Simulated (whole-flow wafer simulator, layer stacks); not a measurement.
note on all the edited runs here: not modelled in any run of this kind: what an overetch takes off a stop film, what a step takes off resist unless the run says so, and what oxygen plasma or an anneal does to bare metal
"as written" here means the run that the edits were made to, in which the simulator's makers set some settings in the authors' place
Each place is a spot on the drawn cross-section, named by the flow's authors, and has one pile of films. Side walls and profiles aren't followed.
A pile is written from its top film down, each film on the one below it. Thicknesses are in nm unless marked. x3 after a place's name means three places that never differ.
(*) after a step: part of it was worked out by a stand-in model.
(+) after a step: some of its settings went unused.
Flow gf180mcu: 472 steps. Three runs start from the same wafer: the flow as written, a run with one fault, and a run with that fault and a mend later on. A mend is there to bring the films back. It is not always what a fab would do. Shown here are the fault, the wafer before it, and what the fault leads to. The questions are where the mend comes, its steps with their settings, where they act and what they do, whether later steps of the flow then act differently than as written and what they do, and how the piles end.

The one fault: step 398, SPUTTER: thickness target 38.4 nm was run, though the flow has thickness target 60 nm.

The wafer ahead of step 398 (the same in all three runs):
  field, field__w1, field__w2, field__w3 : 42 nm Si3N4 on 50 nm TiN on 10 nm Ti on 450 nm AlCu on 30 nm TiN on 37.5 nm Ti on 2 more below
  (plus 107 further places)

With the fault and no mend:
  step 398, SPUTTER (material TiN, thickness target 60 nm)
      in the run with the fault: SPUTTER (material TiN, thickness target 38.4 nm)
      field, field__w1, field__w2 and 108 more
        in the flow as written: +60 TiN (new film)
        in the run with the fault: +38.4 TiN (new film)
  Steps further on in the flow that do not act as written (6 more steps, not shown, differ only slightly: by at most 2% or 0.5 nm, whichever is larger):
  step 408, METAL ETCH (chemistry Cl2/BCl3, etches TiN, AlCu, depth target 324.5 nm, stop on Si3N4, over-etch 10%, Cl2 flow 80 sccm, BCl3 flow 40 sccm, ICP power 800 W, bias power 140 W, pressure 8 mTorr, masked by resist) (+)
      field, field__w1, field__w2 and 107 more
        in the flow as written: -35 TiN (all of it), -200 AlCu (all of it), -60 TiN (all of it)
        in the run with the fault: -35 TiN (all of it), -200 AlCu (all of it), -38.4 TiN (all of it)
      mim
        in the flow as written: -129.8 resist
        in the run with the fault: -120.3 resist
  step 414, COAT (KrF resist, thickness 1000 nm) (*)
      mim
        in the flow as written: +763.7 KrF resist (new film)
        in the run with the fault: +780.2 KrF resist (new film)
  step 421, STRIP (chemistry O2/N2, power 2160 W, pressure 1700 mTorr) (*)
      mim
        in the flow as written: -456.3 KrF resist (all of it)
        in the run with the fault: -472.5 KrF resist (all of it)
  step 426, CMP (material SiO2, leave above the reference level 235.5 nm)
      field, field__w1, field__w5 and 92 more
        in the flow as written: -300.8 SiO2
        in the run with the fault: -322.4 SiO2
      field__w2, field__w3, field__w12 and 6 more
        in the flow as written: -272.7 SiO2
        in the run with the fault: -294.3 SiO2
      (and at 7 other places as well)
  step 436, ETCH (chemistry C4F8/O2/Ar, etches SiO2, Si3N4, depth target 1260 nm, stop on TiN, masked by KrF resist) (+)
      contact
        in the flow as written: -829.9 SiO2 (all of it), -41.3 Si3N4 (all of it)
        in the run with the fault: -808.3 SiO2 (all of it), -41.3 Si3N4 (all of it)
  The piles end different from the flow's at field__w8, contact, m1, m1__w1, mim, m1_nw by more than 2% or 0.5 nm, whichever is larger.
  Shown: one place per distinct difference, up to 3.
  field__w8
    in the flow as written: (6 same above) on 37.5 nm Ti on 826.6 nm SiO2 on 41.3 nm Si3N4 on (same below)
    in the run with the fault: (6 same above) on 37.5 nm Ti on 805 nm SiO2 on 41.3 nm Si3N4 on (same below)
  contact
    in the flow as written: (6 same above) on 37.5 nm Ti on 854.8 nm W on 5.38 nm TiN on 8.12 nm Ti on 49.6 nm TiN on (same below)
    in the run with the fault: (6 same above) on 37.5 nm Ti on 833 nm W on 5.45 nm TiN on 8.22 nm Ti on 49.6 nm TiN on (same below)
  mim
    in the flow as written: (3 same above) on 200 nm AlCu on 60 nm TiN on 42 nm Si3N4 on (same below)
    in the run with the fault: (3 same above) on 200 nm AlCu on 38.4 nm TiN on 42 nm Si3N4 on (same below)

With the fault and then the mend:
  The mend follows step 398.
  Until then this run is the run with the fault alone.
  step 398a, SPUTTER (material TiN, thickness target 21.6 nm) (a further turn of the flow's step 398, with different settings)
      field, field__w1, field__w2 and 108 more
        +21.6 TiN
  Every later step of the flow that is run acts as written at every place that is followed.
  The piles end the same as the flow's at every place that both follow.
